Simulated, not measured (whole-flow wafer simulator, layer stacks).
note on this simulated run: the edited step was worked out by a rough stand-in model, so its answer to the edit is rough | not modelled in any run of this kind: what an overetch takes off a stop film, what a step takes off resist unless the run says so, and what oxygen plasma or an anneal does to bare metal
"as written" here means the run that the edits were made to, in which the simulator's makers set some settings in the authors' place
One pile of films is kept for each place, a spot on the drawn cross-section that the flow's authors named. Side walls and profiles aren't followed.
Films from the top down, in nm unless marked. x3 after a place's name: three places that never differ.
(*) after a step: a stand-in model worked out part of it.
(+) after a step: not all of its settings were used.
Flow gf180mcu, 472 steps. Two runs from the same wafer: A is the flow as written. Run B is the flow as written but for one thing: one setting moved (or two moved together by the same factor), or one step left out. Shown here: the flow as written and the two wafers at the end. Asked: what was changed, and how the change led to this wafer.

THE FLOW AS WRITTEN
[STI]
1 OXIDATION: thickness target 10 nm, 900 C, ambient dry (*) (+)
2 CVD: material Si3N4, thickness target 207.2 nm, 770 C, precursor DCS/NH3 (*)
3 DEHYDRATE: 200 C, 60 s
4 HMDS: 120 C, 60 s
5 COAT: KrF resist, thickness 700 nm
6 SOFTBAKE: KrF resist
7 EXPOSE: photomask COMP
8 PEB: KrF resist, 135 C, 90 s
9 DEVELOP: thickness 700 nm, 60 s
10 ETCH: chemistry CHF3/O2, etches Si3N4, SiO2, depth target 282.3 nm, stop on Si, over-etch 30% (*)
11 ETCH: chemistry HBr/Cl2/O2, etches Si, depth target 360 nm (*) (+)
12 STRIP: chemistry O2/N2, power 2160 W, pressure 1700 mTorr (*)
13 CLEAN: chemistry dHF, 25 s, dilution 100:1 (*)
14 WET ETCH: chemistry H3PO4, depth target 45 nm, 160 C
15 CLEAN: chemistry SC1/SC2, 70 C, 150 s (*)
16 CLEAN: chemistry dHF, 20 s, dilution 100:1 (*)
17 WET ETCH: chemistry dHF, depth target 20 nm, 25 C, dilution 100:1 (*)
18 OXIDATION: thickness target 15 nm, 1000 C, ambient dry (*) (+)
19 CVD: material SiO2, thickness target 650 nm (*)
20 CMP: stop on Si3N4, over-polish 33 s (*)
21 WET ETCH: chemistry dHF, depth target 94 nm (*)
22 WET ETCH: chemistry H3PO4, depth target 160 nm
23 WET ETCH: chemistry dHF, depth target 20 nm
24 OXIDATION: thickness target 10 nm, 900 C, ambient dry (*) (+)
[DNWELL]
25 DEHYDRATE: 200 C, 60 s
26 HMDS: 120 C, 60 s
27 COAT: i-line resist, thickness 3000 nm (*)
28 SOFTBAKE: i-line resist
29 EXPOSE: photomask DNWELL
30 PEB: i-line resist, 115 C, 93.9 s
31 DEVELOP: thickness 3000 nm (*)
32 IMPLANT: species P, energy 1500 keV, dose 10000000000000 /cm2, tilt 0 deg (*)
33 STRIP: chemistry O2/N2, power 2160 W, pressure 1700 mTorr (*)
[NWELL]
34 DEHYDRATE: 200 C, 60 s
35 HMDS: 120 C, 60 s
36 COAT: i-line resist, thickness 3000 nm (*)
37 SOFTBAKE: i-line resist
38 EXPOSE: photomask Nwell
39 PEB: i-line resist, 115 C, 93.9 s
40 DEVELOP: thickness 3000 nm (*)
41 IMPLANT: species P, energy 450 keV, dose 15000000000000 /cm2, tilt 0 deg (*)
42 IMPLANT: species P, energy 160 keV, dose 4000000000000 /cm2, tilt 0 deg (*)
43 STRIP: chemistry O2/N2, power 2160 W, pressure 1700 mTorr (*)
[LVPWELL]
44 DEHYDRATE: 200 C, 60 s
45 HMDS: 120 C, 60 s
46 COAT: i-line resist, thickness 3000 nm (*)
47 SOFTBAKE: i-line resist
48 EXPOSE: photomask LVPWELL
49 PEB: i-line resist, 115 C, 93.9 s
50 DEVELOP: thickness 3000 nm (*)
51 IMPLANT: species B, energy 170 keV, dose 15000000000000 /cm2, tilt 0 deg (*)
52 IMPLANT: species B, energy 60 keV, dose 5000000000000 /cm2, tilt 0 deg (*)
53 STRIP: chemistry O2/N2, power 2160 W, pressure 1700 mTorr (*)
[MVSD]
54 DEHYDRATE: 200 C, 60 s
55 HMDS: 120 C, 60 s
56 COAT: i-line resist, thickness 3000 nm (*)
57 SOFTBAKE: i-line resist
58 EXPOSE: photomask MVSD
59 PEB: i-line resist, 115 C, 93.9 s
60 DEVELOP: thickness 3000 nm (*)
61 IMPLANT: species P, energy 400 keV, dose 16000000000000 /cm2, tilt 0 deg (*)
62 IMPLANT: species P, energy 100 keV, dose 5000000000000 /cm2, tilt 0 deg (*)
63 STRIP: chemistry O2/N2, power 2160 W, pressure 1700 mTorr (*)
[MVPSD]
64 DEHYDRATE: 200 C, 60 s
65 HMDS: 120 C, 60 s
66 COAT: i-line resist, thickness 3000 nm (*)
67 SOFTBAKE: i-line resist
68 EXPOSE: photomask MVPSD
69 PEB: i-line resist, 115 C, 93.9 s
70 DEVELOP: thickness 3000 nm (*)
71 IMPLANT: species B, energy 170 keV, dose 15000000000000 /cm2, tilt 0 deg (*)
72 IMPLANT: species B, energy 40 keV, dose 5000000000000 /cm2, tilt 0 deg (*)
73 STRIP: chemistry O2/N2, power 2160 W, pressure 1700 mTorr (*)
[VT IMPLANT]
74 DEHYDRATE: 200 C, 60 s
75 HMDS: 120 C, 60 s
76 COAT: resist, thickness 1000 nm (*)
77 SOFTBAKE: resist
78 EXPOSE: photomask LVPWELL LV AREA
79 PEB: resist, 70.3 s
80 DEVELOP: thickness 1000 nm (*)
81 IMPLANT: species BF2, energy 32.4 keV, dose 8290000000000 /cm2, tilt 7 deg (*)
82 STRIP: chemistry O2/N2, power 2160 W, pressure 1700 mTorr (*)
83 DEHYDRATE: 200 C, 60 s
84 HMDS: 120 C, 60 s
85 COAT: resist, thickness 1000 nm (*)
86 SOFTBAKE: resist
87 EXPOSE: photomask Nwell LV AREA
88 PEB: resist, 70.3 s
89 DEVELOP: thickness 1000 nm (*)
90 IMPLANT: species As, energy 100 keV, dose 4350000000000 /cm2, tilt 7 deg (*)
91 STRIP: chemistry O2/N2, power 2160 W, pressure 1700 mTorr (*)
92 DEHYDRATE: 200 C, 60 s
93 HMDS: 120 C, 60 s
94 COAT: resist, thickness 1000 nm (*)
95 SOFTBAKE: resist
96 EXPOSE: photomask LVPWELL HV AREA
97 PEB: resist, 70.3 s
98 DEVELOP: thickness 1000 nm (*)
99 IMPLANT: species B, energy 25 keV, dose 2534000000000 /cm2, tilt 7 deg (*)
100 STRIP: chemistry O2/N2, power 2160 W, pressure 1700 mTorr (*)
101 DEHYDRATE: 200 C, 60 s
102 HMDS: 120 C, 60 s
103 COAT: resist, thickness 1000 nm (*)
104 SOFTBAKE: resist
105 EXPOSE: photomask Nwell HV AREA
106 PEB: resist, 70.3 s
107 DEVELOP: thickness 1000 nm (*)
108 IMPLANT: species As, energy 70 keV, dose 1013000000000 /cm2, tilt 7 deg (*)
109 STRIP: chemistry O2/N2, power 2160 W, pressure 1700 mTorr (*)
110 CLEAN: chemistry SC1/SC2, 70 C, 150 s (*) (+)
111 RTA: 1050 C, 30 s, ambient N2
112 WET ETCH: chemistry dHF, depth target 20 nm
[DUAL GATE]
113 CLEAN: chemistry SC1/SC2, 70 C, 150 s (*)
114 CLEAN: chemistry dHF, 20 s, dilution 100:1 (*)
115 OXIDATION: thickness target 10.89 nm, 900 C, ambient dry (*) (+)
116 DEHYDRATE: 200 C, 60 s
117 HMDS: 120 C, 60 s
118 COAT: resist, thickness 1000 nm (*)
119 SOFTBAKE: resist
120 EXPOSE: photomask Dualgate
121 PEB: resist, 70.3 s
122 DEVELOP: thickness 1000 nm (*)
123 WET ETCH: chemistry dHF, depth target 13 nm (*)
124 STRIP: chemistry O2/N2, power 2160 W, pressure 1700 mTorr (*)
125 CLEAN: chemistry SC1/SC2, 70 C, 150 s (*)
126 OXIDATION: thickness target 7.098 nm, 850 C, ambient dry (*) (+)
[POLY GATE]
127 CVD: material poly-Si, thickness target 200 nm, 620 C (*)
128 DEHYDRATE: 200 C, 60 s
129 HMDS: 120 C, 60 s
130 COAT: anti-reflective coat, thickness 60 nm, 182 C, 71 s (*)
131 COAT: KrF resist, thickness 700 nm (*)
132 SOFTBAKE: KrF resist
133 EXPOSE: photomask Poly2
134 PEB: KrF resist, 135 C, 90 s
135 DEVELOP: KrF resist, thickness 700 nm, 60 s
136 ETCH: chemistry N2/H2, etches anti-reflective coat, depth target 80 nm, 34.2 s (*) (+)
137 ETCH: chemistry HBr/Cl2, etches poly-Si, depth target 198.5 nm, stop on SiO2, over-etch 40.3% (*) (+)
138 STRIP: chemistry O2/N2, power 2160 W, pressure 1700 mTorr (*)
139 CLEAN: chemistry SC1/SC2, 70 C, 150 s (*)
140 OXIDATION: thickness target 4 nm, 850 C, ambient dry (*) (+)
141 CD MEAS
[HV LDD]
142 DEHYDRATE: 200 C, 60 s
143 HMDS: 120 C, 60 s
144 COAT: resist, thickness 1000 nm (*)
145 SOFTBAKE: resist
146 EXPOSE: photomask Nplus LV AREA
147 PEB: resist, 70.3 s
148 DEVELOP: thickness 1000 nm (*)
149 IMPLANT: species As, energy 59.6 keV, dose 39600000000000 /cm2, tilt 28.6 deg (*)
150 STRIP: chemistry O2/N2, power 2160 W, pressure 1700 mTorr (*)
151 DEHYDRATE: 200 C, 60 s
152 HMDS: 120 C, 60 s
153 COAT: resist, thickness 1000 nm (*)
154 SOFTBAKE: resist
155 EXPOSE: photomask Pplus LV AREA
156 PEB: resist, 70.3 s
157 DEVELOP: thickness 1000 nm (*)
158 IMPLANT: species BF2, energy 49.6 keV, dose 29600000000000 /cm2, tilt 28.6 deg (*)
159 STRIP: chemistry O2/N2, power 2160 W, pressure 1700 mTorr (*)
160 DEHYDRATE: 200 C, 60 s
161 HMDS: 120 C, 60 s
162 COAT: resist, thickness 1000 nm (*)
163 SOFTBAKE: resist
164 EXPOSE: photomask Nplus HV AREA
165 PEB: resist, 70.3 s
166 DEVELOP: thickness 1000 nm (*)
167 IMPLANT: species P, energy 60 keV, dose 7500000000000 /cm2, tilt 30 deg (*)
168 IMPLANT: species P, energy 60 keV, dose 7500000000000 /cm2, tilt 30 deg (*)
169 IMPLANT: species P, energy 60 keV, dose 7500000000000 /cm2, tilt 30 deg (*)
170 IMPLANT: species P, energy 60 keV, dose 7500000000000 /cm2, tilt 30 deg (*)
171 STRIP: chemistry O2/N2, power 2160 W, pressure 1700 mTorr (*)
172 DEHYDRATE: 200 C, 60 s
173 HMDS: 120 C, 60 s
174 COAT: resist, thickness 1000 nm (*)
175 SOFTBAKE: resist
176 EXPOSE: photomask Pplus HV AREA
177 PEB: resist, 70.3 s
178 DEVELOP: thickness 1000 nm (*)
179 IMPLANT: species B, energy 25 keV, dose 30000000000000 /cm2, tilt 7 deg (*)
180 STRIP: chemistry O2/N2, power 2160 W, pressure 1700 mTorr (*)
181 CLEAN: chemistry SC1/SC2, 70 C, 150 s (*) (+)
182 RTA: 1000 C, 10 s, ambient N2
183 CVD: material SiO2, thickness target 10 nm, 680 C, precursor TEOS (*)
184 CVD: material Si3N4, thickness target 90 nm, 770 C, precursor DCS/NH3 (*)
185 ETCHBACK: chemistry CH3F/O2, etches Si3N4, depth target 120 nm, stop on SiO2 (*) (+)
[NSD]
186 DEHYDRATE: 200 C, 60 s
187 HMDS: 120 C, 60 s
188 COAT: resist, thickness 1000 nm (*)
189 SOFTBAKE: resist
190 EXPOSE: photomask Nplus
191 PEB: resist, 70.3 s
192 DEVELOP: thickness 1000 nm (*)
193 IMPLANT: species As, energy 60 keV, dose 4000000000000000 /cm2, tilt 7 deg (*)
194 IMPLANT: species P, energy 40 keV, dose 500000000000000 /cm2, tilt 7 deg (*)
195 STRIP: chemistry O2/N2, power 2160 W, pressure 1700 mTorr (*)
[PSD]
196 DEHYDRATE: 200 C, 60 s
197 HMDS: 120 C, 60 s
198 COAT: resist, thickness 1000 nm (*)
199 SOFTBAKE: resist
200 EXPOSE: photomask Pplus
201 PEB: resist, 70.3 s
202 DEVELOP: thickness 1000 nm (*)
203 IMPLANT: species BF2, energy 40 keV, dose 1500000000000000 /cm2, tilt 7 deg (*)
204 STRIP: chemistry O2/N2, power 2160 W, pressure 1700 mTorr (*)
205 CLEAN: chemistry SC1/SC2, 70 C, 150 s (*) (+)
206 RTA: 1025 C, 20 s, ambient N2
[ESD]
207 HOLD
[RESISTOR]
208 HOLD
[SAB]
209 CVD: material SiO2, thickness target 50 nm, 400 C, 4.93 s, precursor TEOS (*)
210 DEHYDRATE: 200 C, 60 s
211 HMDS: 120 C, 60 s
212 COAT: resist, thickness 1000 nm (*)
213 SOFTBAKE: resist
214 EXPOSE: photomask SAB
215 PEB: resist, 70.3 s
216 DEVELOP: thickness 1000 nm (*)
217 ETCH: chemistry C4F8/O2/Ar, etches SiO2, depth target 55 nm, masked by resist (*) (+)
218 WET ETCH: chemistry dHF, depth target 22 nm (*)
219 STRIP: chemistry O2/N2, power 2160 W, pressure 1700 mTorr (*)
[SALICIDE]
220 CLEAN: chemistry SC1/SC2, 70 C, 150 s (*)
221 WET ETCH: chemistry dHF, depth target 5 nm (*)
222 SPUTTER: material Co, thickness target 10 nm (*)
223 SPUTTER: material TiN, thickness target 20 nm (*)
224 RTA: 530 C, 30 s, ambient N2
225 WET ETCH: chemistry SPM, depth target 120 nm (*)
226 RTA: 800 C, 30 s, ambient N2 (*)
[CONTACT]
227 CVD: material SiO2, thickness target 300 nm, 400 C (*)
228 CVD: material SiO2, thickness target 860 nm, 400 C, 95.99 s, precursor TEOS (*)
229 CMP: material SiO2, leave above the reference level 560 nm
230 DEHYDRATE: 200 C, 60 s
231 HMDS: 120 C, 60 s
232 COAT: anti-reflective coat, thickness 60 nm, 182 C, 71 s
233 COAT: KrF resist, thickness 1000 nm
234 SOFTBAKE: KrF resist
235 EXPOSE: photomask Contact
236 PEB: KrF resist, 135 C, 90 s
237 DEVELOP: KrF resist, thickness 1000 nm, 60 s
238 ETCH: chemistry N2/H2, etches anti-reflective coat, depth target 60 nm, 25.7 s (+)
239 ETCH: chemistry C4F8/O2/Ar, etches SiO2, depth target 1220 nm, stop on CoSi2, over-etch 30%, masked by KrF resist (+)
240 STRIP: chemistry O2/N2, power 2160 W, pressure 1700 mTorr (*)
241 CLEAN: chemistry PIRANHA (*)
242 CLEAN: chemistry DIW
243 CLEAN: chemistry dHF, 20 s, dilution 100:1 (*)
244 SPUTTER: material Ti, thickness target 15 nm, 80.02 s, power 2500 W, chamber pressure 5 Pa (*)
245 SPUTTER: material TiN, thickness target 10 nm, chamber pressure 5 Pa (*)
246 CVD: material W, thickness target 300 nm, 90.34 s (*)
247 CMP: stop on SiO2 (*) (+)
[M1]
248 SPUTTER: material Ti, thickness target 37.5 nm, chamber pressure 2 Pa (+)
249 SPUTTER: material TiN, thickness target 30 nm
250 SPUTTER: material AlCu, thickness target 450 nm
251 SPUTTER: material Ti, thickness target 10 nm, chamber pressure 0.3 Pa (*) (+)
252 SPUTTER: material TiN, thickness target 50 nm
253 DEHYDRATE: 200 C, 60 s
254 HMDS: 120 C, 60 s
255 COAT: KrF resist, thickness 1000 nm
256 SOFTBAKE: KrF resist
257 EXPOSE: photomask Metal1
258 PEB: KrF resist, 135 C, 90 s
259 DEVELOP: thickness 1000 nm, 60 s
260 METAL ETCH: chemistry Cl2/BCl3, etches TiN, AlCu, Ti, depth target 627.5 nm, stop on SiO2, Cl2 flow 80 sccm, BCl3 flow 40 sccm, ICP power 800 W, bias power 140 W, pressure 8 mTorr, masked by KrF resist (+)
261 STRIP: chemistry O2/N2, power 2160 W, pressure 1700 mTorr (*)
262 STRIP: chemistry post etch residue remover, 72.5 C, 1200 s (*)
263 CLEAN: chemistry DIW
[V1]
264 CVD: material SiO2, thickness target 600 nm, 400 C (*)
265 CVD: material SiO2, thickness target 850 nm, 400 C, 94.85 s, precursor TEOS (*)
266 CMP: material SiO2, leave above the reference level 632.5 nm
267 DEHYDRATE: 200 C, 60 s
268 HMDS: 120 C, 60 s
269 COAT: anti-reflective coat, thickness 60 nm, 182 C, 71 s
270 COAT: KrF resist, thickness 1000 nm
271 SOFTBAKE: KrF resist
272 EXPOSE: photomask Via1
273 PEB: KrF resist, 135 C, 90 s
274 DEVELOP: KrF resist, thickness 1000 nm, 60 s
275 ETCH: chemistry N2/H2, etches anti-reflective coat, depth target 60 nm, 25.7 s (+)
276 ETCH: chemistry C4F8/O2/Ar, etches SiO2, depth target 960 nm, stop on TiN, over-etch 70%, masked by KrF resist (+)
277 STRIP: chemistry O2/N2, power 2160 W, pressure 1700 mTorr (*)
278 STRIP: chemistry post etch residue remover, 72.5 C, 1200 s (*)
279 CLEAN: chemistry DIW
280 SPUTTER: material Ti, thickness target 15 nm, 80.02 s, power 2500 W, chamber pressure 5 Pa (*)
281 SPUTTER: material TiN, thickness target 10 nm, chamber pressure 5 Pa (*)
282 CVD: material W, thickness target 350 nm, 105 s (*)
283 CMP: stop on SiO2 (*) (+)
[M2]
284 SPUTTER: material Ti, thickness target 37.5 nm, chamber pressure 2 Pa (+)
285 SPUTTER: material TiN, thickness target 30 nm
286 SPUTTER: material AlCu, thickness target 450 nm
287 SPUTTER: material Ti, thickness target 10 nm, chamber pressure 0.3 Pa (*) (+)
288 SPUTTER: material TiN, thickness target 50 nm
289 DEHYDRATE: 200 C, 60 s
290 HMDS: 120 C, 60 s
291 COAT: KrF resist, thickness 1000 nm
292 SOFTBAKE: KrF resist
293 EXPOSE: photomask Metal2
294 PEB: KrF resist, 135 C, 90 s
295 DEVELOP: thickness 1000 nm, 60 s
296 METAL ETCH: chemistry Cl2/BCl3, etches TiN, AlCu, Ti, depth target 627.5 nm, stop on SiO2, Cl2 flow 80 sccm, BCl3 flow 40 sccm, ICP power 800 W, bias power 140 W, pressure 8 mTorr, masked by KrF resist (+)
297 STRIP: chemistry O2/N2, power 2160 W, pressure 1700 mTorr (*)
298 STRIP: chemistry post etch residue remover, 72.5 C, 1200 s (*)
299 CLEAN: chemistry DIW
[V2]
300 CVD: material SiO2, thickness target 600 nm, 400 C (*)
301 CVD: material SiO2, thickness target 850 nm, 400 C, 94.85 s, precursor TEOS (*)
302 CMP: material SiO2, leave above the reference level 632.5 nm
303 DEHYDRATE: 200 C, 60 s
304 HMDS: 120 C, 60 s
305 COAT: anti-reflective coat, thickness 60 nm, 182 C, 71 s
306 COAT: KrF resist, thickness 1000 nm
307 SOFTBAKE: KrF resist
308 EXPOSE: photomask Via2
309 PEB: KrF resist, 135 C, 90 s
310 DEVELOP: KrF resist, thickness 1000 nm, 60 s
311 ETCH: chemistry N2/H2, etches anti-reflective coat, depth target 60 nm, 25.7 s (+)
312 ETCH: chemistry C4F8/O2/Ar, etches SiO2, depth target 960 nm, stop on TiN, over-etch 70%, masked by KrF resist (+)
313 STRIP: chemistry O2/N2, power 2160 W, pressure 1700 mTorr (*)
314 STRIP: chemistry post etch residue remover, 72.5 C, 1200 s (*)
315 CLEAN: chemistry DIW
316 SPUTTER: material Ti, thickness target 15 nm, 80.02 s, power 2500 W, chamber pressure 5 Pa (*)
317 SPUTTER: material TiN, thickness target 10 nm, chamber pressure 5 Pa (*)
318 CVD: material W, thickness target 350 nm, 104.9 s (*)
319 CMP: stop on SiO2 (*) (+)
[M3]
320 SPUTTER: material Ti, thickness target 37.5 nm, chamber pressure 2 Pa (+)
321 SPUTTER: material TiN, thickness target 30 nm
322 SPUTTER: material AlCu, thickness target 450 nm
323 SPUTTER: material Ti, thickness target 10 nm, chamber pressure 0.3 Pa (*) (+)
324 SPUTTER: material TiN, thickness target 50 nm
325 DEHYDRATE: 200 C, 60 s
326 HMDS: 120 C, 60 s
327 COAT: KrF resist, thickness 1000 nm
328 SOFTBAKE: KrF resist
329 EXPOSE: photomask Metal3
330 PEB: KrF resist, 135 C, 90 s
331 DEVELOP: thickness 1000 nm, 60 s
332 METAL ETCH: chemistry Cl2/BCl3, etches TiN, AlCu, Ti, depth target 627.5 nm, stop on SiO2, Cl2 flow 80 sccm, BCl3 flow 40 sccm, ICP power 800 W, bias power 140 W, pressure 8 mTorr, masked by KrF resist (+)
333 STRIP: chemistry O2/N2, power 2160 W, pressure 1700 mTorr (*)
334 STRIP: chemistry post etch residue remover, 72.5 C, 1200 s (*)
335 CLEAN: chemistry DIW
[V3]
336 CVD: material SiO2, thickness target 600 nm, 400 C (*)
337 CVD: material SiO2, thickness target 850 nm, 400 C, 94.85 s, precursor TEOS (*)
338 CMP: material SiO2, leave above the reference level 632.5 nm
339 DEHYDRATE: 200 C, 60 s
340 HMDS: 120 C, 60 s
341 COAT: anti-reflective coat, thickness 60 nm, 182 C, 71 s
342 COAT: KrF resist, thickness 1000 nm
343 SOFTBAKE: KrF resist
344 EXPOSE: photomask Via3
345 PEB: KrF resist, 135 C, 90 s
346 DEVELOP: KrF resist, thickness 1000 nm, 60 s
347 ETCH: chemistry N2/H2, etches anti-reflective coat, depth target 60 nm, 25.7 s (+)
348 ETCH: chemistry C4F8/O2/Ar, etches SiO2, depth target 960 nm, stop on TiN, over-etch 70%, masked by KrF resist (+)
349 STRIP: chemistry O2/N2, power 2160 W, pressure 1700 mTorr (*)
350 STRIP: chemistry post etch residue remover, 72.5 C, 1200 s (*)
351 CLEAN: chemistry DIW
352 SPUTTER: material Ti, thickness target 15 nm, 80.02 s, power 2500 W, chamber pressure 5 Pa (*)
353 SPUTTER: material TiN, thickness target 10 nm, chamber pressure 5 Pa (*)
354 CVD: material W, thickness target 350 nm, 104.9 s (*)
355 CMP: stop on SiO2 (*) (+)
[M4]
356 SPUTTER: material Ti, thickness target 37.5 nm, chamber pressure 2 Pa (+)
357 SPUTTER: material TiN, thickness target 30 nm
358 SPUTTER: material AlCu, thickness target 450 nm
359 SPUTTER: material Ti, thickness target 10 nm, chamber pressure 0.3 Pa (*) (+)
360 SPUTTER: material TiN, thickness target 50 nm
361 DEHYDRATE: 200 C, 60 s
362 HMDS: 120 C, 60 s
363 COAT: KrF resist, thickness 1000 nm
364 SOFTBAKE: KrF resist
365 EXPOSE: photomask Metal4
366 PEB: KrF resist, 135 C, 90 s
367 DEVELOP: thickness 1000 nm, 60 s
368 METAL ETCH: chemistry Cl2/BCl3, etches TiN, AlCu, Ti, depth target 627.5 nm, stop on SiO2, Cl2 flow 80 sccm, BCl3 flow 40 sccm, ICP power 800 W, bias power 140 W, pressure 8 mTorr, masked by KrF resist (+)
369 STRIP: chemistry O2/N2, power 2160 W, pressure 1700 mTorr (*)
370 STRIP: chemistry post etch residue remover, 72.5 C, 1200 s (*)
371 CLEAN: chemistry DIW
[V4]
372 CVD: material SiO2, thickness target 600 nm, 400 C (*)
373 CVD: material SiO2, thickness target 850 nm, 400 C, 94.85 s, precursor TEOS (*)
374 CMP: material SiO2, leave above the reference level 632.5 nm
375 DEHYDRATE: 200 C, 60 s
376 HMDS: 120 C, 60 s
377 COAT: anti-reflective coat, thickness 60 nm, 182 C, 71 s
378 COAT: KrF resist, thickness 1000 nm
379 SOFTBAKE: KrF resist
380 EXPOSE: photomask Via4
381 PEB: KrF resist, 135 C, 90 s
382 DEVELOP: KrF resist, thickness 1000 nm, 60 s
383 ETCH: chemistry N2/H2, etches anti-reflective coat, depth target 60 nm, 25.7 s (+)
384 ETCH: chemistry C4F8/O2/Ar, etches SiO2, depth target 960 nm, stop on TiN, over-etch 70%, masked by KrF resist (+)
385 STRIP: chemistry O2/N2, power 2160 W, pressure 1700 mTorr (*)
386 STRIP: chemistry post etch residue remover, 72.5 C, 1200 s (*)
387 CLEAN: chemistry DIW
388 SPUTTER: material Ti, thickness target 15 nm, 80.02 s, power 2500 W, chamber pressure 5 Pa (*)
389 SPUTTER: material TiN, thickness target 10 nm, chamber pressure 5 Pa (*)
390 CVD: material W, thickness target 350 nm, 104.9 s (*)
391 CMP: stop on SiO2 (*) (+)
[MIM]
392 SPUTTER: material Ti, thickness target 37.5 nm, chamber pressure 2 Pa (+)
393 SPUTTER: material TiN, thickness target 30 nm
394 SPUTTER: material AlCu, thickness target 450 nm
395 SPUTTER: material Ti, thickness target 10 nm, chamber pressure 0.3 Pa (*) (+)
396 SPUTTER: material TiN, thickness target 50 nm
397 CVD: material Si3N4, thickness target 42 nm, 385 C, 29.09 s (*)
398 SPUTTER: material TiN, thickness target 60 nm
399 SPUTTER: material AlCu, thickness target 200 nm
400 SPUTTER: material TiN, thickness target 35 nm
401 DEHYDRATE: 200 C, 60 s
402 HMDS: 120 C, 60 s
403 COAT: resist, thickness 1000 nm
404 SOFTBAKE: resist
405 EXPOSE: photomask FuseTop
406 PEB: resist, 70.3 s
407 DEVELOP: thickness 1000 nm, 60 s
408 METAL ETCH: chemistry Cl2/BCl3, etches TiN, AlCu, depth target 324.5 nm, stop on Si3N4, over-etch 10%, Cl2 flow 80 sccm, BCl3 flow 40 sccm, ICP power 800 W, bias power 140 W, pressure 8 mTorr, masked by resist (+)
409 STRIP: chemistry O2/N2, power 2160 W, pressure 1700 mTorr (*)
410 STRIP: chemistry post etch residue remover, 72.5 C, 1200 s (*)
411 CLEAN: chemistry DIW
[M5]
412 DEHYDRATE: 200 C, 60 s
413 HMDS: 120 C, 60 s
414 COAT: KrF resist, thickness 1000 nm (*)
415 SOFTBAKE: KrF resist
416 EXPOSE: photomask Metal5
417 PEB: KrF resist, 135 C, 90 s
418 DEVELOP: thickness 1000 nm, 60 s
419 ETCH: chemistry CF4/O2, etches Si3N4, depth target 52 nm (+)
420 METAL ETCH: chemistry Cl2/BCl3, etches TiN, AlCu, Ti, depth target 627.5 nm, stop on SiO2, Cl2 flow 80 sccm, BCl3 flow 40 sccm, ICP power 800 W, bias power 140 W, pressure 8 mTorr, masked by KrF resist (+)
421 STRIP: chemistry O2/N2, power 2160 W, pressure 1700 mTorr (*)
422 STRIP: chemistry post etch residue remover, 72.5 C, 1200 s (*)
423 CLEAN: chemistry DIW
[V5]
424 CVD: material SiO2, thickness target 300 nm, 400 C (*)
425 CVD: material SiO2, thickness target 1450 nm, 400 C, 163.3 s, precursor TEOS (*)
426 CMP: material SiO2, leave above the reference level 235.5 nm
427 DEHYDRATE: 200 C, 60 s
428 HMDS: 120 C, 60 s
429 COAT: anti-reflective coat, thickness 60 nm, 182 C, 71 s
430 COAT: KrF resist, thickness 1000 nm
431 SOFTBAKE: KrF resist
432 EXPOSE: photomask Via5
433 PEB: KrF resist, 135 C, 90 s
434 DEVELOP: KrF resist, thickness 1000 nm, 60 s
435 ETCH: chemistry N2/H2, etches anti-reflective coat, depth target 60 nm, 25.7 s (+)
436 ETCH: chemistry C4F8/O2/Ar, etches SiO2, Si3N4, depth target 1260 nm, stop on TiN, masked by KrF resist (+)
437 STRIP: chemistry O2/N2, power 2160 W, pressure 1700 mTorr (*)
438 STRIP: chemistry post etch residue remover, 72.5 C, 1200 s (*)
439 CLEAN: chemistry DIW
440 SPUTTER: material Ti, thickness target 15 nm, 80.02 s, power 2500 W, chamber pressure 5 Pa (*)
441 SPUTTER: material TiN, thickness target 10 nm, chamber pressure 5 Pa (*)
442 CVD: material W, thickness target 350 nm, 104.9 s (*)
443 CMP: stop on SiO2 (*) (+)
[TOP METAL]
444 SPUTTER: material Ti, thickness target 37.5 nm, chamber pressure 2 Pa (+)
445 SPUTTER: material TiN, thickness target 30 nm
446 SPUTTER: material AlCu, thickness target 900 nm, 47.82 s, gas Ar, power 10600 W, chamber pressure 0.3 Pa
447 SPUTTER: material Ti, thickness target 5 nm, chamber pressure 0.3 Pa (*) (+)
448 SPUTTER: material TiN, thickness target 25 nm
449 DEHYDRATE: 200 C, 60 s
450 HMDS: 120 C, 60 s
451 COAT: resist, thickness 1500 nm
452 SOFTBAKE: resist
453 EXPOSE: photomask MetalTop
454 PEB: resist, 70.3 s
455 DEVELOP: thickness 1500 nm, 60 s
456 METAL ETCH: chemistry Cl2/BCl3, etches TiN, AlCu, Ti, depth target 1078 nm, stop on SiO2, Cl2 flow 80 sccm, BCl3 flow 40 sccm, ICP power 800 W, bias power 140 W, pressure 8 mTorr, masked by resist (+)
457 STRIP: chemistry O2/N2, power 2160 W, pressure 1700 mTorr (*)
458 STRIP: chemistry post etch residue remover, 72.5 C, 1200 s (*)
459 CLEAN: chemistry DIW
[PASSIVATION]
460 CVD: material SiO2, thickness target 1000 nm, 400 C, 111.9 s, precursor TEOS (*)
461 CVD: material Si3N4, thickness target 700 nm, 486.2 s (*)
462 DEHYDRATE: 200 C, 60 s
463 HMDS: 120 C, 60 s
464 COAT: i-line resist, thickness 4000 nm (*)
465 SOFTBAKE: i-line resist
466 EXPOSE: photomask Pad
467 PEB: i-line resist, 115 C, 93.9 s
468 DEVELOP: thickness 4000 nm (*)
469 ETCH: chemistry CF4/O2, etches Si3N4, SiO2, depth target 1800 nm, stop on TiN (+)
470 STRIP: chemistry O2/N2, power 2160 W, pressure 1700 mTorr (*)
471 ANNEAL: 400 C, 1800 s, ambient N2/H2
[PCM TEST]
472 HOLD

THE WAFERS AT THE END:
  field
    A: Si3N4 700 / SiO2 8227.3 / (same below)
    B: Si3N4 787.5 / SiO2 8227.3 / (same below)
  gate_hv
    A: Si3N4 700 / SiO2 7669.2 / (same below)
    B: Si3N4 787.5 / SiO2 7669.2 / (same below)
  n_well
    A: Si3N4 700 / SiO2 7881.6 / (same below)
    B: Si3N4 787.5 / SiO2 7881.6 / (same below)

The cause: step 461, CVD: thickness target 788 nm was run, where the flow has thickness target 700 nm; step 461, CVD: 547 s was run, where the flow has 486.2 s.

How the change led to this, step by step:
  461 CVD: material Si3N4, thickness target 700 nm, 486.2 s (*)
      field, field__w1, field__w2 and 109 more: A Si3N4 +700 (new film) | B Si3N4 +787.5 (new film)
  469 ETCH: chemistry CF4/O2, etches Si3N4, SiO2, depth target 1800 nm, stop on TiN (+)
      pad: A Si3N4 -700 (all of it), SiO2 -1000 (all of it) | B Si3N4 -787.5 (all of it), SiO2 -1000 (all of it)
